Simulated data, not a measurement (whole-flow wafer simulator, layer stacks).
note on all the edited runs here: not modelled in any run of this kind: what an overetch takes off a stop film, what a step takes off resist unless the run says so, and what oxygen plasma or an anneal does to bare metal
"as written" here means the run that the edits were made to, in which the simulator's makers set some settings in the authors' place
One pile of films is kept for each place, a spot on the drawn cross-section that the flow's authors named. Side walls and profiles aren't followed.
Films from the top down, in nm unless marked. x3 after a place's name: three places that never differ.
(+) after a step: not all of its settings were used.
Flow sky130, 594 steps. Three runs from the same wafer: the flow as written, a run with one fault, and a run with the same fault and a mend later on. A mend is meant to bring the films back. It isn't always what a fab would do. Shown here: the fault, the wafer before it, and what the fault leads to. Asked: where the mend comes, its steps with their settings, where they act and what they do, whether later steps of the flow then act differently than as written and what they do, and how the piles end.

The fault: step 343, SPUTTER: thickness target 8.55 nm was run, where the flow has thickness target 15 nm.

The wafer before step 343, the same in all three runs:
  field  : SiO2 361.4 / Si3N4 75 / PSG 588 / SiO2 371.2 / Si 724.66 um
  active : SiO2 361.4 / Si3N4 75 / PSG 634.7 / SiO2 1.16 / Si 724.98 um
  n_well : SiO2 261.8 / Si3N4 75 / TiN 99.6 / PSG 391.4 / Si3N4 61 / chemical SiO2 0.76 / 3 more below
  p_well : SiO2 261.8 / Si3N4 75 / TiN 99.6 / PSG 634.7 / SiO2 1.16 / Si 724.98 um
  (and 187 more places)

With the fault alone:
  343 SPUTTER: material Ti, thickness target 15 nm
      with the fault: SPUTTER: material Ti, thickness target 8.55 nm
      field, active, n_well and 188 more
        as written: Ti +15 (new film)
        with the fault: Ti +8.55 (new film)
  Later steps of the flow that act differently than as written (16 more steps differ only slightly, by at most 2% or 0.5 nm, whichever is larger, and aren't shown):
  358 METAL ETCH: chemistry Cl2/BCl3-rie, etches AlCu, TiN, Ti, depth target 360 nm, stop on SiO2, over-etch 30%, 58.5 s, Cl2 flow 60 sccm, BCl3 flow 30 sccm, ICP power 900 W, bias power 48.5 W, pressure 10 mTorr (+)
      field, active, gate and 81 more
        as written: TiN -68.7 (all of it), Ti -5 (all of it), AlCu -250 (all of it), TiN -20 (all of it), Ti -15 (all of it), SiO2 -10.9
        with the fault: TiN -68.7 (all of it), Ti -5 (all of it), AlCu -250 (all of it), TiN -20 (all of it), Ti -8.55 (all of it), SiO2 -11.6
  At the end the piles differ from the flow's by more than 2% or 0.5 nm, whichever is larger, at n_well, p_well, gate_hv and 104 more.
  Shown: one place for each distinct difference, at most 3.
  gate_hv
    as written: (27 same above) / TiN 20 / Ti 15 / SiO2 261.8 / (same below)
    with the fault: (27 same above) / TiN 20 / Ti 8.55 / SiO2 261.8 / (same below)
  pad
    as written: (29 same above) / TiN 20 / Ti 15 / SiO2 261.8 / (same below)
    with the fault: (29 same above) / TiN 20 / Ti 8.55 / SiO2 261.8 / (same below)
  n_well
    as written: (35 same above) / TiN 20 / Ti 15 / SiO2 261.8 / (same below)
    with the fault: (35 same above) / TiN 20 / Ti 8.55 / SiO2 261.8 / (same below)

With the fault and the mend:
  The mend comes after step 343.
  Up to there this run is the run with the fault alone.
  343a SPUTTER: material Ti, thickness target 6.45 nm (the flow's step 343 once more, with other settings)
      field, active, n_well and 188 more
        Ti +6.45
  No later step of the flow acts differently than as written at any place that is followed.
  At the end the piles are the same as the flow's at every place that both follow.
